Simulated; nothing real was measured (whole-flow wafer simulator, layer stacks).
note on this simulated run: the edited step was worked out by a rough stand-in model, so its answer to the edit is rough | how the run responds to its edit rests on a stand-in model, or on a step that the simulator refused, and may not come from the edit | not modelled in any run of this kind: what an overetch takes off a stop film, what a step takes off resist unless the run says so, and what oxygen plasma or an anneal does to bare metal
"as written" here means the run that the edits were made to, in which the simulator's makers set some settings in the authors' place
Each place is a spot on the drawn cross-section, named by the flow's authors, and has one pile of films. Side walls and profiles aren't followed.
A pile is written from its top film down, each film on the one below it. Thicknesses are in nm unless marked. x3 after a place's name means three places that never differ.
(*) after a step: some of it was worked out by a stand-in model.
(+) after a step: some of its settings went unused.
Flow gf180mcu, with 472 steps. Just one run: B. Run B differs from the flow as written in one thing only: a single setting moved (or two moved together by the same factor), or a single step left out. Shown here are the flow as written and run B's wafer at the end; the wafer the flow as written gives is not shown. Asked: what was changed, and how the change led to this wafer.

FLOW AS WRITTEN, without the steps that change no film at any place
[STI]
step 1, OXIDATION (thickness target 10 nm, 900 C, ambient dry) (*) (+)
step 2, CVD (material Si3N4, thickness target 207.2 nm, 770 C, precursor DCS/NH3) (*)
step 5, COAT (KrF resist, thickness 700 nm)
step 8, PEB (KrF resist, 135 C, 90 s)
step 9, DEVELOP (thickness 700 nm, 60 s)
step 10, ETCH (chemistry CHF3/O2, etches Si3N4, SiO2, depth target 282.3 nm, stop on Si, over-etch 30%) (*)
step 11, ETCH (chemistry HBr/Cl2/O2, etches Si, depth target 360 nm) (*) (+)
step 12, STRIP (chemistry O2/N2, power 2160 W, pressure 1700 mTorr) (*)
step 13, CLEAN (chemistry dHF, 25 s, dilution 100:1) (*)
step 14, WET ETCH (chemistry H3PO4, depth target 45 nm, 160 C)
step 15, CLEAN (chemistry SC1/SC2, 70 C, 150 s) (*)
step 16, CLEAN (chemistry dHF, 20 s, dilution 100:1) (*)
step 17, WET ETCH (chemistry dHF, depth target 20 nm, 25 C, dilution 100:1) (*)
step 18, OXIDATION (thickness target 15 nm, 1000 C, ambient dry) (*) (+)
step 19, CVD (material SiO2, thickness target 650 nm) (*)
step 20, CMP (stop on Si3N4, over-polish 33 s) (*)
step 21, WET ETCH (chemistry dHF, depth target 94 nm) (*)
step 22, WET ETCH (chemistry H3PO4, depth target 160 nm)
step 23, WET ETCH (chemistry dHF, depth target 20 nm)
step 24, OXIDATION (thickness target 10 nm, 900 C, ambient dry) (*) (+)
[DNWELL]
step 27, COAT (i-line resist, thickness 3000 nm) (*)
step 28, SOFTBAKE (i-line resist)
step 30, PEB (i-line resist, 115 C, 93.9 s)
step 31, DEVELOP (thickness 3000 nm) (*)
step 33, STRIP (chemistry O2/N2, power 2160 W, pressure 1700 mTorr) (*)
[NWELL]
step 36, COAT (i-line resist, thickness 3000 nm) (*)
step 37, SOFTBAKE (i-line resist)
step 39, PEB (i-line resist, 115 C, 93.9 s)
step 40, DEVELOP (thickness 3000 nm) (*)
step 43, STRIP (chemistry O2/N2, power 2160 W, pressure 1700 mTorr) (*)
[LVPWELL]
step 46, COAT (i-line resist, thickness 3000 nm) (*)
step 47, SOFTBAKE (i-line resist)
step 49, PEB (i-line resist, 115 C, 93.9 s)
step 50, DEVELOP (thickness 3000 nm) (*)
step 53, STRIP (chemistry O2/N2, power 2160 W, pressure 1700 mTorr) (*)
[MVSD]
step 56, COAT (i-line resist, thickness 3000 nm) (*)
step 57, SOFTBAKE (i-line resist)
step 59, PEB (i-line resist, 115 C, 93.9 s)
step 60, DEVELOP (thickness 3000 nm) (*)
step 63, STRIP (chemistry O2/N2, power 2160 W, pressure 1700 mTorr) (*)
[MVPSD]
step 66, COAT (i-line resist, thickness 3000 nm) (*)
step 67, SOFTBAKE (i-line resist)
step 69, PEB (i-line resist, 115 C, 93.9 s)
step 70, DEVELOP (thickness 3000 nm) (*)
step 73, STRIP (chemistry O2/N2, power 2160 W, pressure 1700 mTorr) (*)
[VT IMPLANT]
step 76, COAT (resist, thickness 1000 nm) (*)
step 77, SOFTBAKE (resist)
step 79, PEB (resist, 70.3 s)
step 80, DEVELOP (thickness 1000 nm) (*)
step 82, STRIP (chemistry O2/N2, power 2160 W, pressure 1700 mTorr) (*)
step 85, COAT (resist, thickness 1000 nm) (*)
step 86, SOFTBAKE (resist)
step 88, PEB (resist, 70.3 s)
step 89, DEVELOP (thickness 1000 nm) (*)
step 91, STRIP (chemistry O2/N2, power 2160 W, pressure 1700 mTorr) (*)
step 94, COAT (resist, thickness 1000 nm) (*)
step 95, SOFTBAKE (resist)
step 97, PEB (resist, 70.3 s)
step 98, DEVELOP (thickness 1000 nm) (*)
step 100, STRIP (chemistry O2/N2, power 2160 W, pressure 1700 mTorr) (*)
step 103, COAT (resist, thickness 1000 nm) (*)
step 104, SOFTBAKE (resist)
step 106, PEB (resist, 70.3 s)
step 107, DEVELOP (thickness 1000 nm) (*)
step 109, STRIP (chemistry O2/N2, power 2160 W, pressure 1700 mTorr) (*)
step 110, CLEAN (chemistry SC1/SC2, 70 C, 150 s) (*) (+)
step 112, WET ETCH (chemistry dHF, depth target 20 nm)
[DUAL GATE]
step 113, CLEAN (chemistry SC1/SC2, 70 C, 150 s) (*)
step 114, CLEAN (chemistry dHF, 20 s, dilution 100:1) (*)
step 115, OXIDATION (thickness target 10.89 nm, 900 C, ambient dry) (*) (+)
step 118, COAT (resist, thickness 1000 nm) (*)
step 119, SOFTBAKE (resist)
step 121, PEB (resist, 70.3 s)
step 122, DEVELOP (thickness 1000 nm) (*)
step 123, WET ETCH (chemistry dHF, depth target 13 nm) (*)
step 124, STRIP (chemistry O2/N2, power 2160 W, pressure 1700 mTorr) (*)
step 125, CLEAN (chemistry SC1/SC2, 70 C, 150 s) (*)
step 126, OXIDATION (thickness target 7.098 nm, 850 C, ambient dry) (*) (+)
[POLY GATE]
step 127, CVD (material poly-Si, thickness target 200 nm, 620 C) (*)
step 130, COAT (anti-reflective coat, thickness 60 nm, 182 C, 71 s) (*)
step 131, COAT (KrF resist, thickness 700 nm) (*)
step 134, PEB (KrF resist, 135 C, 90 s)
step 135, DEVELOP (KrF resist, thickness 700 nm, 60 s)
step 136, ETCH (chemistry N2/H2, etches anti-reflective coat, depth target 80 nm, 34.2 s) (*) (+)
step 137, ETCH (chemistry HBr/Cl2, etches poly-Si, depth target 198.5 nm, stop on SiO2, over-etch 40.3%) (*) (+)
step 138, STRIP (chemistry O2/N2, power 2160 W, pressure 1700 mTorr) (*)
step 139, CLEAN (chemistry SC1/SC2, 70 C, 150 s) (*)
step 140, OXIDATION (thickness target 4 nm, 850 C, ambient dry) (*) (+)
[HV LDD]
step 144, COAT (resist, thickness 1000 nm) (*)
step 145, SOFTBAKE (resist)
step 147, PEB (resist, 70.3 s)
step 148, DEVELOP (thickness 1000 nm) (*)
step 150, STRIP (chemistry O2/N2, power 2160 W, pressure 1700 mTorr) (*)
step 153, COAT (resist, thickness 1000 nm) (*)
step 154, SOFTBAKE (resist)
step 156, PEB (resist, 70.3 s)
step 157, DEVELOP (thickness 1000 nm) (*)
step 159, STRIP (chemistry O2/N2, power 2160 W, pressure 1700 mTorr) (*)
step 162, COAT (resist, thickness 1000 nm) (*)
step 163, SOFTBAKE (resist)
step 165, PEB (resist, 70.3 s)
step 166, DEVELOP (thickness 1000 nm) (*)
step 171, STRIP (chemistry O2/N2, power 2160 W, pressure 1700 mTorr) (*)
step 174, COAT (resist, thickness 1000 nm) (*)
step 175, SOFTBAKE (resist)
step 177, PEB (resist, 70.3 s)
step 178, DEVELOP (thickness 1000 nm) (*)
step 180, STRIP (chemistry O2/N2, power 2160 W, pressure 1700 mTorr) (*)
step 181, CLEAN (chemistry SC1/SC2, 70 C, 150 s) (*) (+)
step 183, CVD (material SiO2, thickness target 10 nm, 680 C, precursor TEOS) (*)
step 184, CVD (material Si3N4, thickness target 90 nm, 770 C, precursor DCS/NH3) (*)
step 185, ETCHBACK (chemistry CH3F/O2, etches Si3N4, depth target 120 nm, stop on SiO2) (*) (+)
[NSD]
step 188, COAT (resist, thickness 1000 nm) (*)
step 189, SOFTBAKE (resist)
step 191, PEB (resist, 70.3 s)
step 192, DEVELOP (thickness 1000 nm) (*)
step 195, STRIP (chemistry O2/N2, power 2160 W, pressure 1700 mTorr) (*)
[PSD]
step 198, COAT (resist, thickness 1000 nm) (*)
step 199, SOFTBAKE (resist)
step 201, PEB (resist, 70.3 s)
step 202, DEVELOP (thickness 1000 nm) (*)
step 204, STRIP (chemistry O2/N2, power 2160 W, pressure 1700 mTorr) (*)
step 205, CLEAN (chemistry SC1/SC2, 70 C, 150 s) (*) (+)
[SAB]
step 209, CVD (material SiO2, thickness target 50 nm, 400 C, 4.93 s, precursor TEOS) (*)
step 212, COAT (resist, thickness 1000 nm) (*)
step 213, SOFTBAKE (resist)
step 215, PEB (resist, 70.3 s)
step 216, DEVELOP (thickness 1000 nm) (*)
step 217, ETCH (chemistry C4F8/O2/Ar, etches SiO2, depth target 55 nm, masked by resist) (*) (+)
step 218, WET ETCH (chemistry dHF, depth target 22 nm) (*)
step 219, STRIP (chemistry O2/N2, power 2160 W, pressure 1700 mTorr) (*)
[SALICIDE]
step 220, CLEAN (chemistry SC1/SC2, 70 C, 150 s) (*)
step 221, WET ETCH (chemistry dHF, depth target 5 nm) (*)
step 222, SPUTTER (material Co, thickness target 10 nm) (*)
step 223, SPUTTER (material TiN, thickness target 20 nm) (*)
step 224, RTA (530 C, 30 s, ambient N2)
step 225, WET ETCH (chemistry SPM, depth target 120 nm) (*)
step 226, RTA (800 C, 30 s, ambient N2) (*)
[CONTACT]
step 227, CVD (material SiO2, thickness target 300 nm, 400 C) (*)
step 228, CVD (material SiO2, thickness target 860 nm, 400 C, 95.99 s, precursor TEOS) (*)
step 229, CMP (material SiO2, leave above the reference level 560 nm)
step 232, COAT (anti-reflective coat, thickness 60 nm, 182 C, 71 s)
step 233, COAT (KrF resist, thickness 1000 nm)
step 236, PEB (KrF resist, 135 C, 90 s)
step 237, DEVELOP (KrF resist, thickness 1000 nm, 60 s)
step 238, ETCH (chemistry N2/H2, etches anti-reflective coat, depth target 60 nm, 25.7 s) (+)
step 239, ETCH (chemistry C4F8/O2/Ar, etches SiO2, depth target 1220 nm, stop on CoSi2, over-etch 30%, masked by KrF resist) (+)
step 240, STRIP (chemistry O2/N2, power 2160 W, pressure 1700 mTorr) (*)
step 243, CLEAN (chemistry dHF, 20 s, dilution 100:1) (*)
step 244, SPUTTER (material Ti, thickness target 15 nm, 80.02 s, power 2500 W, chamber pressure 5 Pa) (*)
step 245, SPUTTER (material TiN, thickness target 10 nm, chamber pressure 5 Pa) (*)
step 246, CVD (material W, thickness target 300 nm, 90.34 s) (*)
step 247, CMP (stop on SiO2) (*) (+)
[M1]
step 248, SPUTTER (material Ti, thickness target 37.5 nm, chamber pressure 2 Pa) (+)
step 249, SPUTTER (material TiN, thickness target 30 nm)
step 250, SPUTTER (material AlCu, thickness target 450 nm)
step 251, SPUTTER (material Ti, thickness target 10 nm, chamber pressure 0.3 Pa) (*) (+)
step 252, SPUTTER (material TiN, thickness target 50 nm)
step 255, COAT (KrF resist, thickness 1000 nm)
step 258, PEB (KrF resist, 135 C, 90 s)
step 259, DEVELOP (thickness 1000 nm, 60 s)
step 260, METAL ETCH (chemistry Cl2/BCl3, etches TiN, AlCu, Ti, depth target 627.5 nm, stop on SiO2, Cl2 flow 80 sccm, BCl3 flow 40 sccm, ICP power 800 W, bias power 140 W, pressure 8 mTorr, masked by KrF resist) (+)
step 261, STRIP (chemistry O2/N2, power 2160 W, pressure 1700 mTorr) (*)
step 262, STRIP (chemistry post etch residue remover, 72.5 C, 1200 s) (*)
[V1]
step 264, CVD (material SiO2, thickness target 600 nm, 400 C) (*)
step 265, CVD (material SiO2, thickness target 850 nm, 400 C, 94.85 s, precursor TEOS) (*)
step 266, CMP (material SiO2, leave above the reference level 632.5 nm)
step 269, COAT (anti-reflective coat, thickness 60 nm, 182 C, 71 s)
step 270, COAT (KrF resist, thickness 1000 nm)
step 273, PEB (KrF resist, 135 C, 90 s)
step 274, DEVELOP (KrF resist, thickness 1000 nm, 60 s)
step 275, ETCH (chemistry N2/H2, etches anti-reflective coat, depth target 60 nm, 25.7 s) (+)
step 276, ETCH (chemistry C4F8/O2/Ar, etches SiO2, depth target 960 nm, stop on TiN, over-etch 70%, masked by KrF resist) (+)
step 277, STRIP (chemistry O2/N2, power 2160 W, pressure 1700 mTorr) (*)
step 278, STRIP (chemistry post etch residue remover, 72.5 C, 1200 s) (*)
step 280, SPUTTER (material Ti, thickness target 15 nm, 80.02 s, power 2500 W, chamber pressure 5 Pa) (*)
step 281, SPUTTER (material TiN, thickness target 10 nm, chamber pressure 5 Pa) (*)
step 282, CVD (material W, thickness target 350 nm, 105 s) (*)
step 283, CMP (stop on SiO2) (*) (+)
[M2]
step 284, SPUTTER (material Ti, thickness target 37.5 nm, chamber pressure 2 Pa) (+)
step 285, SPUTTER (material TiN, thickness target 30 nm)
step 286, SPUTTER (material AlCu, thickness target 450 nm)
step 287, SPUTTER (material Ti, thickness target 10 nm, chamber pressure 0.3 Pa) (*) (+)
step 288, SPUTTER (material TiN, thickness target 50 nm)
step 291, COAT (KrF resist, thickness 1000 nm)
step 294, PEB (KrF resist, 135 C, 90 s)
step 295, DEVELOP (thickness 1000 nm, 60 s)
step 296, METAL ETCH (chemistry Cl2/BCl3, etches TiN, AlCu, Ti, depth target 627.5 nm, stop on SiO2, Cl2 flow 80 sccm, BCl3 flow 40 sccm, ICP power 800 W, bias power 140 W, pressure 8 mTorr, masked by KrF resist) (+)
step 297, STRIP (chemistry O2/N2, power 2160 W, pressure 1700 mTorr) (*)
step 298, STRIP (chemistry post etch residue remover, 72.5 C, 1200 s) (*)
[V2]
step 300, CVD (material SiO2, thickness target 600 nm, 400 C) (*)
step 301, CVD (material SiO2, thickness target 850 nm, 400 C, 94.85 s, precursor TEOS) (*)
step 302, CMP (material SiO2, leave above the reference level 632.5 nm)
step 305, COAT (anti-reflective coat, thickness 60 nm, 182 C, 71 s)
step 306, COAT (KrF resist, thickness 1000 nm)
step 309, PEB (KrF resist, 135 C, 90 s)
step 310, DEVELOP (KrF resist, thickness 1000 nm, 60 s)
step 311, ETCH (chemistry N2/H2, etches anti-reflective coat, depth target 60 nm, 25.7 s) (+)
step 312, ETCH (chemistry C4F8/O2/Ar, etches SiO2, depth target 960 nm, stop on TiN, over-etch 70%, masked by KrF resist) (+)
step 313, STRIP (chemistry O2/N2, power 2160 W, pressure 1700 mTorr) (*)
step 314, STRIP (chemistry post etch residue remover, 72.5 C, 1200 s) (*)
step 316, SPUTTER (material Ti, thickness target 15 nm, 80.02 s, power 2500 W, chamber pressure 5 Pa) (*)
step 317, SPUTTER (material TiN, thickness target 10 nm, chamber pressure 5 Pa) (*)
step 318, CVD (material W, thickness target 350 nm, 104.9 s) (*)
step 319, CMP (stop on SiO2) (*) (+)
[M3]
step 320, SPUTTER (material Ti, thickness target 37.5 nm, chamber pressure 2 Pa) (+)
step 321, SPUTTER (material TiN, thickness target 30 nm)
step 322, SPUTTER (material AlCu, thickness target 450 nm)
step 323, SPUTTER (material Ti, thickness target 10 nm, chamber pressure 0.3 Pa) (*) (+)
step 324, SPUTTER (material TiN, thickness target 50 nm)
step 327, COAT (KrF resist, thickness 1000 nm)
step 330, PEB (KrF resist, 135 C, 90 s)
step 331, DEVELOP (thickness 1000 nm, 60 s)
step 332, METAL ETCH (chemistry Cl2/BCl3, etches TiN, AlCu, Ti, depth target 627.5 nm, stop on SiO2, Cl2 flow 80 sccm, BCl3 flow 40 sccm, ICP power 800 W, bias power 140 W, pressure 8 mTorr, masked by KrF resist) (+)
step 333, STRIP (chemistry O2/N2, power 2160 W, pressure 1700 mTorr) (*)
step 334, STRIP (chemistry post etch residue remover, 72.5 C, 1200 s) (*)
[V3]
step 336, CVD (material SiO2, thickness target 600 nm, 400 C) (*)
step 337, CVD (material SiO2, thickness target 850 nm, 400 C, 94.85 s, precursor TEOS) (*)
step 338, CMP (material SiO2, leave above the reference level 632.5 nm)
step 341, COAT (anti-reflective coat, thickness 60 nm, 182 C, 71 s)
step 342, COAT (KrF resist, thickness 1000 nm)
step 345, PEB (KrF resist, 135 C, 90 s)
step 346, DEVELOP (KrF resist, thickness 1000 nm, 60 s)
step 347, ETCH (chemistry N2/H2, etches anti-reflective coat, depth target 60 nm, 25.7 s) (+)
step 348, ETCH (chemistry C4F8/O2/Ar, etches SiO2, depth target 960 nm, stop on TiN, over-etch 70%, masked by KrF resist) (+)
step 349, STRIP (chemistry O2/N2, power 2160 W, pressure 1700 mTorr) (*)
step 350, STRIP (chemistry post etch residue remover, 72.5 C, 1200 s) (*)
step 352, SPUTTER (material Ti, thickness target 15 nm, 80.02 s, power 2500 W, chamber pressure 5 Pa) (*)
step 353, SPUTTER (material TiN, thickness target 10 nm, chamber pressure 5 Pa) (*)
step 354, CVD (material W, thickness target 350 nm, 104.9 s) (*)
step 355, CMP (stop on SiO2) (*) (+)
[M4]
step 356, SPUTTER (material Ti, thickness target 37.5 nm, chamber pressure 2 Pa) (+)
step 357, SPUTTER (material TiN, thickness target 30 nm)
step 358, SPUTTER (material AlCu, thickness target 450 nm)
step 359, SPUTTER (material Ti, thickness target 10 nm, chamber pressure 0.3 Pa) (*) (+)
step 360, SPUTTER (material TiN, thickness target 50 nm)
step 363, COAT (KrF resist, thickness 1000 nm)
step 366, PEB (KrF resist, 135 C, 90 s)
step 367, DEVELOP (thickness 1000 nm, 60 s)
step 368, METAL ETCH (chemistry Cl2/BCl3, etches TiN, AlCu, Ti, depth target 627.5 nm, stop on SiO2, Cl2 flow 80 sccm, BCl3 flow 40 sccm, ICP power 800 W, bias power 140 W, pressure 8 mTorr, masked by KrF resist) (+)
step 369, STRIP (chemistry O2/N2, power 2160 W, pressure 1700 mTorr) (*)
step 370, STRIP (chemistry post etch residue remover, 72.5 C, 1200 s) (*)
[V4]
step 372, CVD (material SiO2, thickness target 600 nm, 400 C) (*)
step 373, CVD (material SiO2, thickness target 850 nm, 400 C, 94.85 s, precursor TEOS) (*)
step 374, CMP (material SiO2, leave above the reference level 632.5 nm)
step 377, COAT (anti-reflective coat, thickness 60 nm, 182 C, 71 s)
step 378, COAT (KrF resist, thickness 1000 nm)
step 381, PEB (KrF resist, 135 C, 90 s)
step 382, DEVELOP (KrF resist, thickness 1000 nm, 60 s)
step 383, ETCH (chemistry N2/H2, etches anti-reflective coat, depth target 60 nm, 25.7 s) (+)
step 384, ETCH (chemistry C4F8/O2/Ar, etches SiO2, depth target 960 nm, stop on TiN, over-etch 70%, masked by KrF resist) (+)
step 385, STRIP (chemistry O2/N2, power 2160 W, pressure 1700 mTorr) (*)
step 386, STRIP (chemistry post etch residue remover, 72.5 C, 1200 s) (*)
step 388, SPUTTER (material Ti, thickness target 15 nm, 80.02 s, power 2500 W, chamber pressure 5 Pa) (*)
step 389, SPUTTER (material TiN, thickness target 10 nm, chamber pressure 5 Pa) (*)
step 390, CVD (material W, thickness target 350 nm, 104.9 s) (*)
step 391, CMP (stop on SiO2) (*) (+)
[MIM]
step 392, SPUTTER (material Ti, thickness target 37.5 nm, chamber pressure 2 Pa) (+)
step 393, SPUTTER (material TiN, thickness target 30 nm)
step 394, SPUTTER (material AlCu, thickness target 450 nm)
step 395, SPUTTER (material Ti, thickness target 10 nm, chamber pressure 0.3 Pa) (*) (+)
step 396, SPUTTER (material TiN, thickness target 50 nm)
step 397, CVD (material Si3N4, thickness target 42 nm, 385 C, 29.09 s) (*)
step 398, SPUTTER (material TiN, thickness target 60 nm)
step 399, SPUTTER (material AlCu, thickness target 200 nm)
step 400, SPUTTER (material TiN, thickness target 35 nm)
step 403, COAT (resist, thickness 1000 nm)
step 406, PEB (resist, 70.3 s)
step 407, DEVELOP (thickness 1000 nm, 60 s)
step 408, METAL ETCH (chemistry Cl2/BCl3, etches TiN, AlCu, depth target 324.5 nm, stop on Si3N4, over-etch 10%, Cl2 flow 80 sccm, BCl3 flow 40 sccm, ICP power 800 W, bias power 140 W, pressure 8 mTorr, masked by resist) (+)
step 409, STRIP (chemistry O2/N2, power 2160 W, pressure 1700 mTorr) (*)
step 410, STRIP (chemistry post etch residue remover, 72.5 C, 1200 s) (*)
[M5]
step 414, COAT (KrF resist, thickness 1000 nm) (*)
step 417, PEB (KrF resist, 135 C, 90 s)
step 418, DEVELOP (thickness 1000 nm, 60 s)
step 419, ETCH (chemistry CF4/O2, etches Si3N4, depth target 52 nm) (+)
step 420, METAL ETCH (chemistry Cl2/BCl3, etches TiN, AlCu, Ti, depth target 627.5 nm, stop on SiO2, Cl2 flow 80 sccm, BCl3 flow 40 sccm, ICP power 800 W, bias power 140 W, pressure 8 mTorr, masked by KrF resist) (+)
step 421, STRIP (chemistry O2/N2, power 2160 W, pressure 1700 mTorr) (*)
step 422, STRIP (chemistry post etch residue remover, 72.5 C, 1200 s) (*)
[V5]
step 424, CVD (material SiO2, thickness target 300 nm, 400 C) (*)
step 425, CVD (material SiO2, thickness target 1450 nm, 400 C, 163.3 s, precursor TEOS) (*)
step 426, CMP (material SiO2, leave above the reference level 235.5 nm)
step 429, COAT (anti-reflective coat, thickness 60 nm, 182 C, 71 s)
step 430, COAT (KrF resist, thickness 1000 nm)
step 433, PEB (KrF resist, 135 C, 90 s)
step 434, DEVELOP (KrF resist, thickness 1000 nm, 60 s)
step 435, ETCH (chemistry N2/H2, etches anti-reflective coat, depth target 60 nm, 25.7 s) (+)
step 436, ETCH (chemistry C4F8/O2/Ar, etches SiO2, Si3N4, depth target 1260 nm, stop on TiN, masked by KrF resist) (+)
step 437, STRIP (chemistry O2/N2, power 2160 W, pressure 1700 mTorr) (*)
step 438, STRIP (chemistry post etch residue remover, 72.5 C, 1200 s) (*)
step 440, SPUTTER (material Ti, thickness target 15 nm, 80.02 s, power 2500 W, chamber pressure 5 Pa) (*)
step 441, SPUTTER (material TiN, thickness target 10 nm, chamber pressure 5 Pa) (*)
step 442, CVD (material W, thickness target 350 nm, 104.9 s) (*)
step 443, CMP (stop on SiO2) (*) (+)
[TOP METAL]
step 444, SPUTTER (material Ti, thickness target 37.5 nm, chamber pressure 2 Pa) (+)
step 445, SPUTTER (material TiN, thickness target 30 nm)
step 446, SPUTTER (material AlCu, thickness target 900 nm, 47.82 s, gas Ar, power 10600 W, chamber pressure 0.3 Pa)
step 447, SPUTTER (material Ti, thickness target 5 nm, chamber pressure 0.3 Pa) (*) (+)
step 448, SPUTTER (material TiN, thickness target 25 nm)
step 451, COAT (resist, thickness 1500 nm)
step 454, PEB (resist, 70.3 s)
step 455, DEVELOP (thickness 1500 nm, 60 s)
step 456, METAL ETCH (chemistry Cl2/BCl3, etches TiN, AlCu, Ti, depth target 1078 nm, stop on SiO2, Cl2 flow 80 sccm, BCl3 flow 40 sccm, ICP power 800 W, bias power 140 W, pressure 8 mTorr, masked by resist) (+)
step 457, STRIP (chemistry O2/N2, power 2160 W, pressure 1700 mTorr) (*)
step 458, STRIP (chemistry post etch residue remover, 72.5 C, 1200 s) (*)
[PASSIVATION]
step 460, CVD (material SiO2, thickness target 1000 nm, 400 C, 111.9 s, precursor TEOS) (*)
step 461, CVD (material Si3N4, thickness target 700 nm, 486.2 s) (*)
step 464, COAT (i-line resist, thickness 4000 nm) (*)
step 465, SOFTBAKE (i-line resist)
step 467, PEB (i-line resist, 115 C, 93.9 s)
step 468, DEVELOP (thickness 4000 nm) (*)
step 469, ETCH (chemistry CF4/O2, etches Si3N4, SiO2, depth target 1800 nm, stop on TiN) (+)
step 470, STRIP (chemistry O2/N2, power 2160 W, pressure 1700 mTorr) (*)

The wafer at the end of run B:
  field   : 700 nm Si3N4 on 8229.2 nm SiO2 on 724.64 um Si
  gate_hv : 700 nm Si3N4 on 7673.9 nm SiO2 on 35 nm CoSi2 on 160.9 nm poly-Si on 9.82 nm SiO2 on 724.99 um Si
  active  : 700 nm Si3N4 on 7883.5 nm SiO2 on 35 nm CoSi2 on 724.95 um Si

What caused this: step 115, OXIDATION: thickness target 5.715 nm was run, though the flow has thickness target 10.89 nm.

Step by step, how the change led to this:
  step 115, OXIDATION (thickness target 10.89 nm, 900 C, ambient dry) (*) (+)
      active, n_well, p_well and 40 more: +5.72 SiO2 (new film), -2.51 Si (as written it would have been: +10.9 SiO2 (new film), -4.79 Si)
      sti, mim_1p0, pad and 21 more: +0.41 SiO2, -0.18 Si (as written it would have been: +1.22 SiO2, -0.54 Si)
      (as well as at 25 more places)
  step 123, WET ETCH (chemistry dHF, depth target 13 nm) (*)
      active, n_well, p_well and 12 more: -5.72 SiO2 (all of it) (as written it would have been: -10.9 SiO2 (all of it))
  step 126, OXIDATION (thickness target 7.098 nm, 850 C, ambient dry) (*) (+)
      gate_hv, active_hv, active_nat and 25 more: +4.44 SiO2, -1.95 Si (as written it would have been: +3.72 SiO2, -1.64 Si)
  step 130, COAT (anti-reflective coat, thickness 60 nm, 182 C, 71 s) (*)
      p_well, spacer, sd_n: +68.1 anti-reflective coat (new film) (as written it would have been: +70.9 anti-reflective coat (new film))
      active: +64.1 anti-reflective coat (new film) (as written it would have been: +65.7 anti-reflective coat (new film))
      (as well as at 13 more places)
  step 136, ETCH (chemistry N2/H2, etches anti-reflective coat, depth target 80 nm, 34.2 s) (*) (+)
      p_well, spacer, sd_n: -68.1 anti-reflective coat (all of it), -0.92 poly-Si (as written it would have been: -70.9 anti-reflective coat (all of it), -0.85 poly-Si)
      active: -64.1 anti-reflective coat (all of it), -1.02 poly-Si (as written it would have been: -65.7 anti-reflective coat (all of it), -0.98 poly-Si)
      (as well as at 10 more places)
  step 138, STRIP (chemistry O2/N2, power 2160 W, pressure 1700 mTorr) (*)
      gate: +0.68 chemical SiO2 (new film), -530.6 KrF resist (all of it), -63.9 anti-reflective coat (all of it), -0.3 poly-Si (as written it would have been: +0.68 chemical SiO2 (new film), -531.7 KrF resist (all of it), -65.5 anti-reflective coat (all of it), -0.3 poly-Si)
      ld_fp_p: +0.68 chemical SiO2 (new film), -526.4 KrF resist (all of it), -46.6 anti-reflective coat (all of it), -0.3 poly-Si (as written it would have been: +0.68 chemical SiO2 (new film), -526.2 KrF resist (all of it), -47.8 anti-reflective coat (all of it), -0.3 poly-Si)
      (as well as at 1 more place)
  step 145, SOFTBAKE (resist)
      active_nat: +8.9 resist (as written it would have been: +4.68 resist)
  step 154, SOFTBAKE (resist)
      active_nat: +8.9 resist (as written it would have been: +4.68 resist)
  step 163, SOFTBAKE (resist)
      active_nat: +8.9 resist (as written it would have been: +4.68 resist)
  step 175, SOFTBAKE (resist)
      active_nat: +8.9 resist (as written it would have been: +4.68 resist)
  step 189, SOFTBAKE (resist)
      active_hv: -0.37 resist (as written it would have been: +2.68 resist)
  step 199, SOFTBAKE (resist)
      active_hv: -0.37 resist (as written it would have been: +2.68 resist)
  step 218, WET ETCH (chemistry dHF, depth target 22 nm) (*)
      ldn_tap, ldn_src, ldn_drn, ldp_tap, ldp_src, ldp_drn, ldp_gr: -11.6 SiO2 (all of it) (as written it would have been: -16 SiO2 (all of it))
      ld_drn_n, ld_sd_p: -10.5 SiO2 (all of it) (as written it would have been: -14.8 SiO2 (all of it))
      (as well as at 5 more places)
  step 223, SPUTTER (material TiN, thickness target 20 nm) (*)
      field__w12: +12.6 TiN (new film) (as written it would have been: +12 TiN (new film))
  step 225, WET ETCH (chemistry SPM, depth target 120 nm) (*)
      field__w12: -12.6 TiN (all of it), -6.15 Co (all of it) (as written it would have been: -12 TiN (all of it), -6.15 Co (all of it))
